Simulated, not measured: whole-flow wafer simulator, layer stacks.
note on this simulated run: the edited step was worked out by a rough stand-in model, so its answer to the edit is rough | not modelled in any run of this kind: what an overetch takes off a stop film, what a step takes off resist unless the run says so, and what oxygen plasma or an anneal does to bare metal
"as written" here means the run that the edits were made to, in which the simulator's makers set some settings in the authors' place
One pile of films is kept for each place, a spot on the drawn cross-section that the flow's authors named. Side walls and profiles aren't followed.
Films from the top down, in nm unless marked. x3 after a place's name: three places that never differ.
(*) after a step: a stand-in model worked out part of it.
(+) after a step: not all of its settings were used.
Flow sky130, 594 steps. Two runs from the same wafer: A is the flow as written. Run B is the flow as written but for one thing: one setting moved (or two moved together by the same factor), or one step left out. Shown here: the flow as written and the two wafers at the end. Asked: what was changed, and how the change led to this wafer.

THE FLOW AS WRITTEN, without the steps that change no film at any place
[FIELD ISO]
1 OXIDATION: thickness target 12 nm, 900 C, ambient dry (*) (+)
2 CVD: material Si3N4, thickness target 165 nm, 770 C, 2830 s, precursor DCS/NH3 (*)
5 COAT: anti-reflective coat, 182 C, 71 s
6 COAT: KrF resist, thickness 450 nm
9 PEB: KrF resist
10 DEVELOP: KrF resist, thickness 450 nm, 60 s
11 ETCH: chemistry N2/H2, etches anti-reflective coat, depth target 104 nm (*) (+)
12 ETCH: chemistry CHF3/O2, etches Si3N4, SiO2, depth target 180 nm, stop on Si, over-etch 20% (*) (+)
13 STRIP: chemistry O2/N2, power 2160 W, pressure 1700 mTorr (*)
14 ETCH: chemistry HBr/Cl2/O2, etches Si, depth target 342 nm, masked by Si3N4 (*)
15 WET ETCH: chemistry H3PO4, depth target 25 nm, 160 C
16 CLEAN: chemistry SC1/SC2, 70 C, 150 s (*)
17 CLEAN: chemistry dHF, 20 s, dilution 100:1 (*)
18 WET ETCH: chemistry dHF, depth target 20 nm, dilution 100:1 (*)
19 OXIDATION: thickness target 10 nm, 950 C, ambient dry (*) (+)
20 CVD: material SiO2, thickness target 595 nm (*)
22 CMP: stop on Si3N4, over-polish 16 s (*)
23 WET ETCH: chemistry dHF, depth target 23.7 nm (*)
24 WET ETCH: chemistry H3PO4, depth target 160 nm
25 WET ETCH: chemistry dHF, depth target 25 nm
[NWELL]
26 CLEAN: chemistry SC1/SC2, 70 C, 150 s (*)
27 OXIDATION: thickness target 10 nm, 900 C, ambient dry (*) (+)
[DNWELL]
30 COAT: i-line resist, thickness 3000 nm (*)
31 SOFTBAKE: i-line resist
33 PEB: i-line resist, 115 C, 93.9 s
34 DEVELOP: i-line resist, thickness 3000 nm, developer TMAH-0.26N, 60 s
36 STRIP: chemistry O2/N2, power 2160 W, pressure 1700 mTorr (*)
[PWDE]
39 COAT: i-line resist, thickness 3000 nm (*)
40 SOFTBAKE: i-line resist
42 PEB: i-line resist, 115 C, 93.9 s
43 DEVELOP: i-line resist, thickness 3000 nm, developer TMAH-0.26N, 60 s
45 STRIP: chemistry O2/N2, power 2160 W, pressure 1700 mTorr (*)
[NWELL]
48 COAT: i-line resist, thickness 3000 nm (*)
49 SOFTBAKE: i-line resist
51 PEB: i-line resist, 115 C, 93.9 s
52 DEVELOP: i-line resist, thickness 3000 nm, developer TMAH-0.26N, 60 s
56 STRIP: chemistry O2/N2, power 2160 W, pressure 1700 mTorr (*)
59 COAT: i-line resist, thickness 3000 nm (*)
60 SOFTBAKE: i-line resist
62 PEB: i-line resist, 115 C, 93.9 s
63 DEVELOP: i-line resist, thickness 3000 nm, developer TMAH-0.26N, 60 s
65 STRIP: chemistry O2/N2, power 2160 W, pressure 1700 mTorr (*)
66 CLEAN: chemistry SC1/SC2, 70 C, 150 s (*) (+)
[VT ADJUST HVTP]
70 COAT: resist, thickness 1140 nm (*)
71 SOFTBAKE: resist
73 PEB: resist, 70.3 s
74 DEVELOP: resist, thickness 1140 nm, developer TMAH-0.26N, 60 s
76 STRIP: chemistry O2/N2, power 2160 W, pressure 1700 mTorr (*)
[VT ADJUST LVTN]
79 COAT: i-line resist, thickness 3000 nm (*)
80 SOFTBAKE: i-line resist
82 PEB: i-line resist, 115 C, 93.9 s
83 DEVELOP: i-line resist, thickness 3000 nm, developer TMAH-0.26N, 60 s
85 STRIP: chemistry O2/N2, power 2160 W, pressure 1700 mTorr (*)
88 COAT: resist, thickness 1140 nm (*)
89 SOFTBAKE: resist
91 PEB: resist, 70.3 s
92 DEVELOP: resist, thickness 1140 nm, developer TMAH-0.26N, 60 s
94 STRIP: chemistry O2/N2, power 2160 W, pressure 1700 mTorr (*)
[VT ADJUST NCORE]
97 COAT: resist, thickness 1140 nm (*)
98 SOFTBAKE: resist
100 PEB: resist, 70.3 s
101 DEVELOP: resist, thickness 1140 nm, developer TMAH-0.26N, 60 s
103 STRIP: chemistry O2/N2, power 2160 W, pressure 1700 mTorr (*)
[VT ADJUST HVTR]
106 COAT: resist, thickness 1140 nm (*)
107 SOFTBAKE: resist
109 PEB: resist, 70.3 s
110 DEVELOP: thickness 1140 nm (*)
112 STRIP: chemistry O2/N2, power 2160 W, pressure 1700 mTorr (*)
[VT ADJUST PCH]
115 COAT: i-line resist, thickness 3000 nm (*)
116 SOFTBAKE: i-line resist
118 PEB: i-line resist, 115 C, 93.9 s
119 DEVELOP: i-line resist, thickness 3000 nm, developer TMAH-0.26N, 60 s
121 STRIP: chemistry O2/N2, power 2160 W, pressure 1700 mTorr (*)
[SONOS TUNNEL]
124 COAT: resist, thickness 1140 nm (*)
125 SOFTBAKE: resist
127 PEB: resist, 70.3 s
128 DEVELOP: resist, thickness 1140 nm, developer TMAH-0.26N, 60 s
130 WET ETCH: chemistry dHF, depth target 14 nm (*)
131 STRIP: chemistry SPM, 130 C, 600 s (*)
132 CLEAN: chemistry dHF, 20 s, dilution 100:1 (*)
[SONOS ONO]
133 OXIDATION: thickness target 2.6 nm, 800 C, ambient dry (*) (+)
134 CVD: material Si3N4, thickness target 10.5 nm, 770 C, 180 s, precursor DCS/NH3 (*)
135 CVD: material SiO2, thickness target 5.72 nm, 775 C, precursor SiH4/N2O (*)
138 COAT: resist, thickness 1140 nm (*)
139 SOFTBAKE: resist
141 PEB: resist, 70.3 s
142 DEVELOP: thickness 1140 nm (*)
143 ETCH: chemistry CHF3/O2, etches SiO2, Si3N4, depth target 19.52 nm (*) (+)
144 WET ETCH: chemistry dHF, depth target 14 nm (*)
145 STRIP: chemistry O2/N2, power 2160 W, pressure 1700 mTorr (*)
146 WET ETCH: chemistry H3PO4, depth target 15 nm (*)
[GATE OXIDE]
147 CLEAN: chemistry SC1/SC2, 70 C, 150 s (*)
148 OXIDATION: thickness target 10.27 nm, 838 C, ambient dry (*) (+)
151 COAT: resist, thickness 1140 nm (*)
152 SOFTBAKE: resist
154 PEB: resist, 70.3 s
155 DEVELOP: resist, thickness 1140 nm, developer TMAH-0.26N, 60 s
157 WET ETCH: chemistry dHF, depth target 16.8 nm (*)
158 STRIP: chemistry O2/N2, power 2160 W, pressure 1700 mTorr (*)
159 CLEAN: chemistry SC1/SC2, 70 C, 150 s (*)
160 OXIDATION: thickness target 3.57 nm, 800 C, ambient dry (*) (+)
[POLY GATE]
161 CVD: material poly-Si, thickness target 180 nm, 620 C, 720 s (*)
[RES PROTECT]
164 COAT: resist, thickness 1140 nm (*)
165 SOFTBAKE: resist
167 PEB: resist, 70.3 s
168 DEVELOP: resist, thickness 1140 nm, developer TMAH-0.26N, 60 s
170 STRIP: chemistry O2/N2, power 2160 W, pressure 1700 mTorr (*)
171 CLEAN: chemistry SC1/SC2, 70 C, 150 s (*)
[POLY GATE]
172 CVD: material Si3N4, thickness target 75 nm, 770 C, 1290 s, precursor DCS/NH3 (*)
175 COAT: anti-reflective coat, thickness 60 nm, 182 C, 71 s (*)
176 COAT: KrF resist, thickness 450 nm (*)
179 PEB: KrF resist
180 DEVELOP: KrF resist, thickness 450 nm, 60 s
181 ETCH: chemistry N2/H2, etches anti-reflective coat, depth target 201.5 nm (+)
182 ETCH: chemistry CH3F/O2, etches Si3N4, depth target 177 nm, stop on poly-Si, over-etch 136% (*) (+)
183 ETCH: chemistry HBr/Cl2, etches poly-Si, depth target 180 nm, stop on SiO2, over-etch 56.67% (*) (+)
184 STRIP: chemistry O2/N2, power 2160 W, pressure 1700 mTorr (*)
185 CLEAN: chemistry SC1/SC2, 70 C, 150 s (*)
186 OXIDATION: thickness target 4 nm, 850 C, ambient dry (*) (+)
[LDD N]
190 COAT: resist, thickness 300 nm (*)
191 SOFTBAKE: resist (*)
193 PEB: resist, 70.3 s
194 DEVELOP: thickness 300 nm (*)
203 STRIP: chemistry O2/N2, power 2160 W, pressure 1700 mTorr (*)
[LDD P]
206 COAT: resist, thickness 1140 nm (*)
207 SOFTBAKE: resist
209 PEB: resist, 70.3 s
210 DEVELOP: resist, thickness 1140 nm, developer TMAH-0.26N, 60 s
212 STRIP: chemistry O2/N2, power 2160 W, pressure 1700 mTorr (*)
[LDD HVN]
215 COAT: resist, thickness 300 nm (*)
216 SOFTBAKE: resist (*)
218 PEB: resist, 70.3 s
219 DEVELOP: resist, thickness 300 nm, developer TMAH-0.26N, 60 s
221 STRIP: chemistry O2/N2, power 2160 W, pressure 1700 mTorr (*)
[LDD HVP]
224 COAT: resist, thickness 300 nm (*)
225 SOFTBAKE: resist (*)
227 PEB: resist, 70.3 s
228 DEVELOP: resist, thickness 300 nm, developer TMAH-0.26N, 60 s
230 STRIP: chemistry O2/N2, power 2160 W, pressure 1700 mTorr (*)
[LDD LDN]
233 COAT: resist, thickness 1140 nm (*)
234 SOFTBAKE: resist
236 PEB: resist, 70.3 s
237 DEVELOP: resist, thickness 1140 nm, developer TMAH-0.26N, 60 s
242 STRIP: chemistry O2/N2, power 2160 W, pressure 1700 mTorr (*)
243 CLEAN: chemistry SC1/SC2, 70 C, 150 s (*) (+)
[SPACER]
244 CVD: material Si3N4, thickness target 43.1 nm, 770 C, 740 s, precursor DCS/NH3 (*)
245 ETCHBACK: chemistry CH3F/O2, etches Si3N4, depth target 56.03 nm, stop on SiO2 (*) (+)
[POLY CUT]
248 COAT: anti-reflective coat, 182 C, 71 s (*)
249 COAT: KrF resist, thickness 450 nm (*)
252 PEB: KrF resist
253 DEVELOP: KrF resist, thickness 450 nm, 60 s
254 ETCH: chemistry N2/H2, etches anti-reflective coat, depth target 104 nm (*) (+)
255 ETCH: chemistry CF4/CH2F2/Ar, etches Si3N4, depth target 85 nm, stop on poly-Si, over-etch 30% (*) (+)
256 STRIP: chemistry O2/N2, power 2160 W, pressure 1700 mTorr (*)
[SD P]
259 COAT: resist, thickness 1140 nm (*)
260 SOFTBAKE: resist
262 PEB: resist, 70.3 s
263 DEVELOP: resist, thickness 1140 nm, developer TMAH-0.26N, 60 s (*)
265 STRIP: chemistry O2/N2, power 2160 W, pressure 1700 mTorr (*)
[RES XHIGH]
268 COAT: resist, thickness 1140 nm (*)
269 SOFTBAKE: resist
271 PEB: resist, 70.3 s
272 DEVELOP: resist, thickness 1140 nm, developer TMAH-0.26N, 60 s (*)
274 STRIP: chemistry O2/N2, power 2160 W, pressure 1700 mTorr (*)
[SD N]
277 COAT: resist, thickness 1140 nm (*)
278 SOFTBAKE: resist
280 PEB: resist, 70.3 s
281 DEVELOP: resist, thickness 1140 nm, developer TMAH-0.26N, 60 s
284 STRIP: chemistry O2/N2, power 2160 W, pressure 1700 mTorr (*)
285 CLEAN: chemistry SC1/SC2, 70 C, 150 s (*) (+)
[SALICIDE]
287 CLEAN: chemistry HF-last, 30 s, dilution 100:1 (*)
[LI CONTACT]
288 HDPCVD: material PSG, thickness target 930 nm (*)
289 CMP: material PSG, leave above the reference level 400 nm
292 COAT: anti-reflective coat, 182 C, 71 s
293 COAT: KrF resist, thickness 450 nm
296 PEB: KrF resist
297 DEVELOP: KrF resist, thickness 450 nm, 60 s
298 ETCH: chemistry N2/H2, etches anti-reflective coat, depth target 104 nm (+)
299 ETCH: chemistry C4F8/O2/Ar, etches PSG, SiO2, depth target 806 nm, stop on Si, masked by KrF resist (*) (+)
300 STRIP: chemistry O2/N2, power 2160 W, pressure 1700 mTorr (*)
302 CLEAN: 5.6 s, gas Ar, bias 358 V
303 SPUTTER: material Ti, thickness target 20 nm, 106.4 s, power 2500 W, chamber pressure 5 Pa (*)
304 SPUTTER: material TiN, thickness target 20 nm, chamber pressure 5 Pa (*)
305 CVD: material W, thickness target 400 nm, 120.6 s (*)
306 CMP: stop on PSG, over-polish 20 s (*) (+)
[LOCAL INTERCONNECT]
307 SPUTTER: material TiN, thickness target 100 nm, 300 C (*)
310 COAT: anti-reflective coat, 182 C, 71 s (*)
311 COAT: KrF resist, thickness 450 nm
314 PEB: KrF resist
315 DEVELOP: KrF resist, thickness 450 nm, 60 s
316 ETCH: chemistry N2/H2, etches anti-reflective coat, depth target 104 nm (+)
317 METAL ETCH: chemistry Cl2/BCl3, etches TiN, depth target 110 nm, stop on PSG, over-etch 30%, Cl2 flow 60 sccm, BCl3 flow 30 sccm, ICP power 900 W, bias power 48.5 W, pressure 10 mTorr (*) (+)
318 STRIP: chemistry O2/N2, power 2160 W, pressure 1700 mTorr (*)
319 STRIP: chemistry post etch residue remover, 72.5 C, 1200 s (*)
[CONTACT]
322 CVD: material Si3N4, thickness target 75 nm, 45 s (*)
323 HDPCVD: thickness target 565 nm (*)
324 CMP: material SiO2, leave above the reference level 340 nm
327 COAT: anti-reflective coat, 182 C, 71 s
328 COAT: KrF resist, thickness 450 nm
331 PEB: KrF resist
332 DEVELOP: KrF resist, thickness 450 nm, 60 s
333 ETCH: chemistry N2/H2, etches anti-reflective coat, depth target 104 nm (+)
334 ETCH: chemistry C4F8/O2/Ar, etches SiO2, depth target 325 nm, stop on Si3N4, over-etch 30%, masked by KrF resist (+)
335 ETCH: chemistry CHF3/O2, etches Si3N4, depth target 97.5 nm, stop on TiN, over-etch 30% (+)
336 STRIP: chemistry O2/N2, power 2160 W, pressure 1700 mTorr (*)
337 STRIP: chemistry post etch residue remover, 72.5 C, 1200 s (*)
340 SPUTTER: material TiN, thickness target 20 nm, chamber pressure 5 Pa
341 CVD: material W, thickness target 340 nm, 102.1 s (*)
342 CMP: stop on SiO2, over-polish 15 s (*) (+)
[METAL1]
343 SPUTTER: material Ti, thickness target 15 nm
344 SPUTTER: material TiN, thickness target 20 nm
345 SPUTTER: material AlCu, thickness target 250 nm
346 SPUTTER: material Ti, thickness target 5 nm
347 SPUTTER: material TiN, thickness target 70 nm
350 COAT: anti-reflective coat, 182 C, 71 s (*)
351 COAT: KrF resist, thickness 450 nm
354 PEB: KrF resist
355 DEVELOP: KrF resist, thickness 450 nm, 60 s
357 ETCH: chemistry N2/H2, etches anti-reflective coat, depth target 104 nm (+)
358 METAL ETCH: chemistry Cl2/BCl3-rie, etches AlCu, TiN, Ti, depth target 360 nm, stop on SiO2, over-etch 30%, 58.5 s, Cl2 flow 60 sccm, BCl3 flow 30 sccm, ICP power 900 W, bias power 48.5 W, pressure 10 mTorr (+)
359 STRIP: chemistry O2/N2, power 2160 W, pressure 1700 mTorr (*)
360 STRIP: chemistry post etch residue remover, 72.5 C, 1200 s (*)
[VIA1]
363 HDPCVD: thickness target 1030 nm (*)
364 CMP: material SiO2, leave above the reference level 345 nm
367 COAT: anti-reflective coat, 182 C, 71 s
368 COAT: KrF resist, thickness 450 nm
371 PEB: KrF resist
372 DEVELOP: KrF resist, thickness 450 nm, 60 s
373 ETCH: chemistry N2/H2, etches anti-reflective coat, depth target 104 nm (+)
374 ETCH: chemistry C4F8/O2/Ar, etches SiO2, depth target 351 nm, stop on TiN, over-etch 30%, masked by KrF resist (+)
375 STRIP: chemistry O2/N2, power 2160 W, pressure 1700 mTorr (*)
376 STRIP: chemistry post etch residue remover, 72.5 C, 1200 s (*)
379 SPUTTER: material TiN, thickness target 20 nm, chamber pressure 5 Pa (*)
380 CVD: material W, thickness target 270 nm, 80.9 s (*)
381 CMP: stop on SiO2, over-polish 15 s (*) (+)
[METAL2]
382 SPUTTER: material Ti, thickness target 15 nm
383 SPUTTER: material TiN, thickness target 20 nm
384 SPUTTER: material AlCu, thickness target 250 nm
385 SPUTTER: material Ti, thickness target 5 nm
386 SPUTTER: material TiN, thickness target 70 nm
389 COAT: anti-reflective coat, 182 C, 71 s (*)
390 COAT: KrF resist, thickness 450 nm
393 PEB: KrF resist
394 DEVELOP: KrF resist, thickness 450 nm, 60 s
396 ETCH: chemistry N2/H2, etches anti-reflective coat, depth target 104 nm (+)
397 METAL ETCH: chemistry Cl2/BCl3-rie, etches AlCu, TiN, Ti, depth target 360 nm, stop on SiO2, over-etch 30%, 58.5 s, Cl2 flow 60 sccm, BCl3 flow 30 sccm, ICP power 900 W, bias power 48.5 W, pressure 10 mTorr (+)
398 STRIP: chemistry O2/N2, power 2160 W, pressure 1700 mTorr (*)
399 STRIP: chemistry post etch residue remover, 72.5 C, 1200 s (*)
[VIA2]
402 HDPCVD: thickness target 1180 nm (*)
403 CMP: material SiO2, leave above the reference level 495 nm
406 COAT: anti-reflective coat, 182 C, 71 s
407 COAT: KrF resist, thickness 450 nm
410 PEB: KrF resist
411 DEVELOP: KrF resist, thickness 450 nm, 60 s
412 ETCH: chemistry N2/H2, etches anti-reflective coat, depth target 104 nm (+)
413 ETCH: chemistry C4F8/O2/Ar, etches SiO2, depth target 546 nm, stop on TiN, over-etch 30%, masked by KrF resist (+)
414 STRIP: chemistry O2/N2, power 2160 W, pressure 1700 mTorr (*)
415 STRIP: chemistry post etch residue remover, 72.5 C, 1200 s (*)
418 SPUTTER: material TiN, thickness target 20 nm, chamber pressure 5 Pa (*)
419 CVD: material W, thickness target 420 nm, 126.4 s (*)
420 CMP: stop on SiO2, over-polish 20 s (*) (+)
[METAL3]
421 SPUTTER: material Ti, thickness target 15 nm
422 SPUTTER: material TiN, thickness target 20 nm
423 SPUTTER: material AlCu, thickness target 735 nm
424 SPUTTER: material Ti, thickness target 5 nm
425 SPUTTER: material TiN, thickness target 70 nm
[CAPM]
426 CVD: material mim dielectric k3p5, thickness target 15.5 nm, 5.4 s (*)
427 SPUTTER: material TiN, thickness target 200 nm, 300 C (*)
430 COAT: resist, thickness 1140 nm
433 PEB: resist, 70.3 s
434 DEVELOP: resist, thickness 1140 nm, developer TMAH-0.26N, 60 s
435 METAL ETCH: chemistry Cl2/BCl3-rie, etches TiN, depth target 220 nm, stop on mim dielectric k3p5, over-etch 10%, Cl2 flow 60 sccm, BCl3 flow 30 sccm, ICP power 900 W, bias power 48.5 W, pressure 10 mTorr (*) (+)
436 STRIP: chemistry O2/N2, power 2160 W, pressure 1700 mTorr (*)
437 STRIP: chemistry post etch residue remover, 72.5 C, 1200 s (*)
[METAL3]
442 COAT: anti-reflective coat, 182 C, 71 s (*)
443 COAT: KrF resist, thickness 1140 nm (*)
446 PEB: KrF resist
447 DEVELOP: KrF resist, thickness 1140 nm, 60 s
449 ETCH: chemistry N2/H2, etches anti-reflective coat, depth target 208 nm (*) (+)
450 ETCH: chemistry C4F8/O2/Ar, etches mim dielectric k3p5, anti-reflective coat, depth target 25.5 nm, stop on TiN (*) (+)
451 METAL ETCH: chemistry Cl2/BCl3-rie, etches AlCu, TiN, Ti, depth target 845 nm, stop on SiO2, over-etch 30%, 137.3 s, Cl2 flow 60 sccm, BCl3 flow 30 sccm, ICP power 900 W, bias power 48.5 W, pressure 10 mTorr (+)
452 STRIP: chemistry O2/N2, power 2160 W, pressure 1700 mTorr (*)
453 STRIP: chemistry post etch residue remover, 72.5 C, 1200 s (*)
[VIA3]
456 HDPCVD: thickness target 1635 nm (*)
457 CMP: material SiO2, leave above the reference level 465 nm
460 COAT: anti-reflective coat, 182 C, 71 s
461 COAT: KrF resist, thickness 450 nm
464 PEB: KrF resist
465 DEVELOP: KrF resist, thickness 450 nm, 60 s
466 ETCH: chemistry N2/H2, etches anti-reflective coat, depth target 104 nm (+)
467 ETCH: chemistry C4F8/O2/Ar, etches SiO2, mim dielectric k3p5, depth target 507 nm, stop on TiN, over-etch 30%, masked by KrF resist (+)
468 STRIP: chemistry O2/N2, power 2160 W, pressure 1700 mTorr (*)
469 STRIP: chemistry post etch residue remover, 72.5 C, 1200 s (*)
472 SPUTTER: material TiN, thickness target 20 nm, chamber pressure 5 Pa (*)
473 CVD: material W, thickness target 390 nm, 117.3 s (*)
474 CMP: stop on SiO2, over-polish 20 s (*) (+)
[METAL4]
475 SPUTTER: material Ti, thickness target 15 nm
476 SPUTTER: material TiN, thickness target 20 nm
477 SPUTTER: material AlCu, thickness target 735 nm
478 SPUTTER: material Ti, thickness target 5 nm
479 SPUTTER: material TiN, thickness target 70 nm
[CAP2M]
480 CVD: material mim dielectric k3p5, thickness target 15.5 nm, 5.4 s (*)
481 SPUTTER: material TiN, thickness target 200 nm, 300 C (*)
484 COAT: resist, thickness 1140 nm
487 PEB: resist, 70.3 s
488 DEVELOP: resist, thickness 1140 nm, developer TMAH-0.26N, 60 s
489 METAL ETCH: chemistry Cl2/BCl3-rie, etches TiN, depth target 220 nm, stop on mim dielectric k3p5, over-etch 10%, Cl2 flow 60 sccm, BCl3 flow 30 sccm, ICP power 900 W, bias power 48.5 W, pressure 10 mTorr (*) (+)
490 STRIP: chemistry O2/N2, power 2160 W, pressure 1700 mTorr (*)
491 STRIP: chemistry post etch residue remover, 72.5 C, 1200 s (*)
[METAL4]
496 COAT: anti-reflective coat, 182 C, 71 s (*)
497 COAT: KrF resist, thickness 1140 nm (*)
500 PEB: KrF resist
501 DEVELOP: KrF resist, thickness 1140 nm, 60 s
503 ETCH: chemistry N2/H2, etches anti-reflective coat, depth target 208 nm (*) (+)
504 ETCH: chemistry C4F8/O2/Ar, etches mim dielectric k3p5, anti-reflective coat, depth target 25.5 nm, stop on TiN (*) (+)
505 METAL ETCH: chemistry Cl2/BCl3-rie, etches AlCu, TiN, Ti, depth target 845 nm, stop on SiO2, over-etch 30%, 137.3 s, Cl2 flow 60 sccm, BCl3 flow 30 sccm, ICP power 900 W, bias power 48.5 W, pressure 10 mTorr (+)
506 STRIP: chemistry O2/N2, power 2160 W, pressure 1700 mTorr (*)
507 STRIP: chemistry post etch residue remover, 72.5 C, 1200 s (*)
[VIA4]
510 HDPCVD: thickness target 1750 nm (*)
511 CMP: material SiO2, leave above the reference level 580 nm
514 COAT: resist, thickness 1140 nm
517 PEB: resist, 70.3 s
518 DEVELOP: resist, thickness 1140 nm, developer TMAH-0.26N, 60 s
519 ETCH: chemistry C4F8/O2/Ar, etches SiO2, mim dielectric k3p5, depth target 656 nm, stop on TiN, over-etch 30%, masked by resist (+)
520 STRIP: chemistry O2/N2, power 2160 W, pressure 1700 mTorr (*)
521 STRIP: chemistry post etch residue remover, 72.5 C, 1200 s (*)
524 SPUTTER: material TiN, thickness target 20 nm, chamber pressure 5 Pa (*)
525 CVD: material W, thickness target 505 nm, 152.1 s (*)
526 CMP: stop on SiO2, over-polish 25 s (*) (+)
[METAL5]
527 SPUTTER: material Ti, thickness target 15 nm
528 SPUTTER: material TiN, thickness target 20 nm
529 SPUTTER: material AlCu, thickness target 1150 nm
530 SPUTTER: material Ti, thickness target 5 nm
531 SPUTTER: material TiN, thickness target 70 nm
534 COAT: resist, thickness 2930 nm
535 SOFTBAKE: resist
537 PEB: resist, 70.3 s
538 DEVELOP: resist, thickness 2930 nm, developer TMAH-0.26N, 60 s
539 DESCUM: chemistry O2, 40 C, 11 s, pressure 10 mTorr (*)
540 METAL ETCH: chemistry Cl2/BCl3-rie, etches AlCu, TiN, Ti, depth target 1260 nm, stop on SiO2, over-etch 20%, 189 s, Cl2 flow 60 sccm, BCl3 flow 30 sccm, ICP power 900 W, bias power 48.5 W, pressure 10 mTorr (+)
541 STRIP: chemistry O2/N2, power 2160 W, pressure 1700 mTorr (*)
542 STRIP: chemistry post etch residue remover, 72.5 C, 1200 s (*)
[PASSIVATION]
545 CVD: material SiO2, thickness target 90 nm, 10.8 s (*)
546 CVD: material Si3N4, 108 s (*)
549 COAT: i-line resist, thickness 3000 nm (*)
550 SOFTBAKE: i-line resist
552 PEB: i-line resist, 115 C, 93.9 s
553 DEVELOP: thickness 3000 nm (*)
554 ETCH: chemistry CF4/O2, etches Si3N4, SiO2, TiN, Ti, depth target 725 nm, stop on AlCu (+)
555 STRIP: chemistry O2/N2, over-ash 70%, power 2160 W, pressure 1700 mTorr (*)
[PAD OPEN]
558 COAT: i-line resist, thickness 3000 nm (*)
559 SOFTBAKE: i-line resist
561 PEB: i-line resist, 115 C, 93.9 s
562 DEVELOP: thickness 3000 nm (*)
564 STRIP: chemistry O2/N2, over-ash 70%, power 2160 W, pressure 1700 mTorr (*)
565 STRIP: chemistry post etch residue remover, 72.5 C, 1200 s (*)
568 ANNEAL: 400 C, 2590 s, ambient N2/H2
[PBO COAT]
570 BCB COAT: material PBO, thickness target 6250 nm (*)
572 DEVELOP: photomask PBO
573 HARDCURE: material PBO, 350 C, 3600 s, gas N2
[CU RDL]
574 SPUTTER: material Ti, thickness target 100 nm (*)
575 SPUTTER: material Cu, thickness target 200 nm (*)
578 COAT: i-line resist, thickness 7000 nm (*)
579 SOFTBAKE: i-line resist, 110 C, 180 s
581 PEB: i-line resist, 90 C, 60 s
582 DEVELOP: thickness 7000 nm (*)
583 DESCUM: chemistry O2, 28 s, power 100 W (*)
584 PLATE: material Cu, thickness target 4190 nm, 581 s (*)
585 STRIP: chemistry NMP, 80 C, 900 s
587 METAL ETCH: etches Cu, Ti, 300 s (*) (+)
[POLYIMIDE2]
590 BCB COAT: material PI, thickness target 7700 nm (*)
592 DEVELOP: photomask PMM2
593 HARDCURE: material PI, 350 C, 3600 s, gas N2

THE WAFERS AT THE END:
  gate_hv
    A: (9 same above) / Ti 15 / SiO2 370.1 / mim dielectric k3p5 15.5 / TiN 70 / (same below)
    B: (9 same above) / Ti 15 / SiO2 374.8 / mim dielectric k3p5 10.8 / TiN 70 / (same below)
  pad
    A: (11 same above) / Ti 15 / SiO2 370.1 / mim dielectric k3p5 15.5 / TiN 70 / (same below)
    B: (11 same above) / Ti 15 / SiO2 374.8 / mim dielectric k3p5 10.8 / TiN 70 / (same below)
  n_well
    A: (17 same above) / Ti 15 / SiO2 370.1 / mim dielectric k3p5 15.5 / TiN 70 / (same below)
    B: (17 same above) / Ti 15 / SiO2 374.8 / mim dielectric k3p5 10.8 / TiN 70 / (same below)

The cause: step 426, CVD: thickness target 10.8 nm was run, where the flow has thickness target 15.5 nm; step 426, CVD: 3.78 s was run, where the flow has 5.4 s.
It can be read off the wafer: gate_hv has mim dielectric k3p5 10.8, and step 426 as written asks for 15.5 nm.

How the change led to this, step by step:
  426 CVD: material mim dielectric k3p5, thickness target 15.5 nm, 5.4 s (*)
      field, active, n_well and 188 more: A mim dielectric k3p5 +15.5 (new film) | B mim dielectric k3p5 +10.8 (new film)
  450 ETCH: chemistry C4F8/O2/Ar, etches mim dielectric k3p5, anti-reflective coat, depth target 25.5 nm, stop on TiN (*) (+)
      n_well, p_well, gate_hv and 104 more: A KrF resist -15.5 | B KrF resist -10.8
      field, active, gate and 82 more: A mim dielectric k3p5 -15.5 (all of it) | B mim dielectric k3p5 -10.8 (all of it)
  467 ETCH: chemistry C4F8/O2/Ar, etches SiO2, mim dielectric k3p5, depth target 507 nm, stop on TiN, over-etch 30%, masked by KrF resist (+)
      m1: A SiO2 -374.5 (all of it), mim dielectric k3p5 -15.5 (all of it) | B SiO2 -379.2 (all of it), mim dielectric k3p5 -10.8 (all of it)
      via3_hole: A SiO2 -373.9 (all of it), mim dielectric k3p5 -15.5 (all of it) | B SiO2 -378.6 (all of it), mim dielectric k3p5 -10.8 (all of it)
